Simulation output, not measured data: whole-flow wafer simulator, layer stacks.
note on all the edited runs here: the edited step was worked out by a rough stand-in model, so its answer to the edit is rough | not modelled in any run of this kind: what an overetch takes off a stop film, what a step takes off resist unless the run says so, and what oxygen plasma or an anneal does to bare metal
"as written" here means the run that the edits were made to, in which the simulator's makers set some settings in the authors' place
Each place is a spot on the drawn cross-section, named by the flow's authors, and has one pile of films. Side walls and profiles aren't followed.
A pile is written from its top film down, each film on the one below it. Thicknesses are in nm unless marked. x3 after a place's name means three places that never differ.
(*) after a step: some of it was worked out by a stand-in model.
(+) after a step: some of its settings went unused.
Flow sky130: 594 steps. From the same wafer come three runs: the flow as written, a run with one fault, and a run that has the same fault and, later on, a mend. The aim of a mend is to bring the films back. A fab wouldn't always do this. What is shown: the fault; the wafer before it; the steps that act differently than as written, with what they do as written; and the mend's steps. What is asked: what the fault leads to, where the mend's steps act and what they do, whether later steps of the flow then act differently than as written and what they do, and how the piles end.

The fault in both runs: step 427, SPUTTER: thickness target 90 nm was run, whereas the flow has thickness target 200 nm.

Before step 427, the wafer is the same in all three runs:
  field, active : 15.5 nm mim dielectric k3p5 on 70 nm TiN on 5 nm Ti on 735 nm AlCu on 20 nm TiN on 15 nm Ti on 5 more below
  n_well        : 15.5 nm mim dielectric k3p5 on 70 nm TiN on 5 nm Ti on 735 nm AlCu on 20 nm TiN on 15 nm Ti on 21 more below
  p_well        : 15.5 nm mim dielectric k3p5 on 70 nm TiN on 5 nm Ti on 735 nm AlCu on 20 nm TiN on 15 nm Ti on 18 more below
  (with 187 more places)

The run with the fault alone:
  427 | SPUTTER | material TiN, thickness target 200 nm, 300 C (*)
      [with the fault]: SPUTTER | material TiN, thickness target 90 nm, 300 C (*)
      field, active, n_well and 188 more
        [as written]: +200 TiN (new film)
        [with the fault]: +90 TiN (new film)
  Later steps of the flow acting differently than as written (not shown: 2 more steps that differ only slightly, by at most 2% or 0.5 nm, whichever is larger):
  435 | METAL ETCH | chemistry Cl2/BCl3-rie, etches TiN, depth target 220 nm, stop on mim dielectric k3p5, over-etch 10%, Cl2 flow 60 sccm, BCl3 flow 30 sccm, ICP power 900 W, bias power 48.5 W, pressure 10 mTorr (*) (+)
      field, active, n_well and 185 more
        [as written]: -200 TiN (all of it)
        [with the fault]: -90 TiN (all of it)
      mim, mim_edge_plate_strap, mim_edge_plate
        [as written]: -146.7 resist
        [with the fault]: -66 resist
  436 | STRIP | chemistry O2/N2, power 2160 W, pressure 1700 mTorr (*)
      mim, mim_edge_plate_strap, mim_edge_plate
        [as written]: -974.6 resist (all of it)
        [with the fault]: -1055.3 resist (all of it)
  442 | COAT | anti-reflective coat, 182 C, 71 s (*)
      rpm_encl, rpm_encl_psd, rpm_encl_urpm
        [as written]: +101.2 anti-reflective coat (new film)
        [with the fault]: +97.8 anti-reflective coat (new film)
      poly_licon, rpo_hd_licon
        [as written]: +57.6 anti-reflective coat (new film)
        [with the fault]: +82.3 anti-reflective coat (new film)
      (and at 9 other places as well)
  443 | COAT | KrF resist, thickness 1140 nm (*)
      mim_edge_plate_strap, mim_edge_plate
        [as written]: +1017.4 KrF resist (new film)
        [with the fault]: +1127.4 KrF resist (new film)
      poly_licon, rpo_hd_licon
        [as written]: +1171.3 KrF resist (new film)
        [with the fault]: +1143.2 KrF resist (new film)
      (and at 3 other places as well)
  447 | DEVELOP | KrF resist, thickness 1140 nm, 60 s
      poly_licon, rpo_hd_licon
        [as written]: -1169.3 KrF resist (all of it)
        [with the fault]: -1141.3 KrF resist (all of it)
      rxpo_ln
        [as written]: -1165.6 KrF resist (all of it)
        [with the fault]: -1136.7 KrF resist (all of it)
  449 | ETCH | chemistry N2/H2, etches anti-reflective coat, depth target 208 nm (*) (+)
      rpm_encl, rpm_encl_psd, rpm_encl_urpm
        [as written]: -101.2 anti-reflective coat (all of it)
        [with the fault]: -97.8 anti-reflective coat (all of it)
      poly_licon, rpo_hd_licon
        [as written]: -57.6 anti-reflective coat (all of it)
        [with the fault]: -82.3 anti-reflective coat (all of it)
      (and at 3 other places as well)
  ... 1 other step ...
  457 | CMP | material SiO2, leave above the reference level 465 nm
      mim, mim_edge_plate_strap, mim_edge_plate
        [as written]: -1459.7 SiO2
        [with the fault]: -1349.7 SiO2
  At mim, mim_edge_plate_strap, mim_edge_plate, the piles at the end differ from the flow's by more than 2% or 0.5 nm, whichever is larger.
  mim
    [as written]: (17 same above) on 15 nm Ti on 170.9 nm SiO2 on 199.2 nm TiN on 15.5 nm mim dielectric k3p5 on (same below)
    [with the fault]: (17 same above) on 15 nm Ti on 280.9 nm SiO2 on 89.2 nm TiN on 15.5 nm mim dielectric k3p5 on (same below)
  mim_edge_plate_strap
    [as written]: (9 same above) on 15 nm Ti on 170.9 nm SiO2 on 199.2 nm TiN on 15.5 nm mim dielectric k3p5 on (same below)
    [with the fault]: (9 same above) on 15 nm Ti on 280.9 nm SiO2 on 89.2 nm TiN on 15.5 nm mim dielectric k3p5 on (same below)
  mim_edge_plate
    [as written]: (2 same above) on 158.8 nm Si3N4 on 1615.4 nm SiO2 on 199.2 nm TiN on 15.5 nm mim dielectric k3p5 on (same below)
    [with the fault]: (2 same above) on 158.8 nm Si3N4 on 1725.4 nm SiO2 on 89.2 nm TiN on 15.5 nm mim dielectric k3p5 on (same below)

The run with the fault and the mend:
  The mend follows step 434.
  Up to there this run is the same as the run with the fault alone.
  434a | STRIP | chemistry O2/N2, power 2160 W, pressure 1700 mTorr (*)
      mim, mim_edge_plate_strap, mim_edge_plate
        -1121.3 resist (all of it)
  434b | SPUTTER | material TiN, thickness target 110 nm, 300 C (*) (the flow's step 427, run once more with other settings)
      field, active, n_well and 188 more
        +110 TiN
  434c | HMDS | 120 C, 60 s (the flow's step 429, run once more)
      alters no film at any place that is followed
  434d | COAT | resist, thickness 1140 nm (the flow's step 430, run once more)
      field, active, n_well and 186 more
        +1140 resist (new film)
      m1, via2_hole
        +1140.6 resist (new film)
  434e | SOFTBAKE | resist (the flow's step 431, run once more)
      alters no film at any place that is followed
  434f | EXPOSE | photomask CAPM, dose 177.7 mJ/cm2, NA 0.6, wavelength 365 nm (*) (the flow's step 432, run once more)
      alters no film at any place that is followed
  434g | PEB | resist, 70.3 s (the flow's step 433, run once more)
      field, active, n_well and 188 more
        -18.7 resist
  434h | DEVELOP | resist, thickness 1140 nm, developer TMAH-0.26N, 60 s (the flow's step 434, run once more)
      field, active, n_well and 183 more
        -1121.3 resist (all of it)
      m1, via2_hole
        -1121.9 resist (all of it)
  None of the later steps of the flow acts differently than as written at any place that is followed.
  By the end, the piles equal the flow's at every place that both follow.
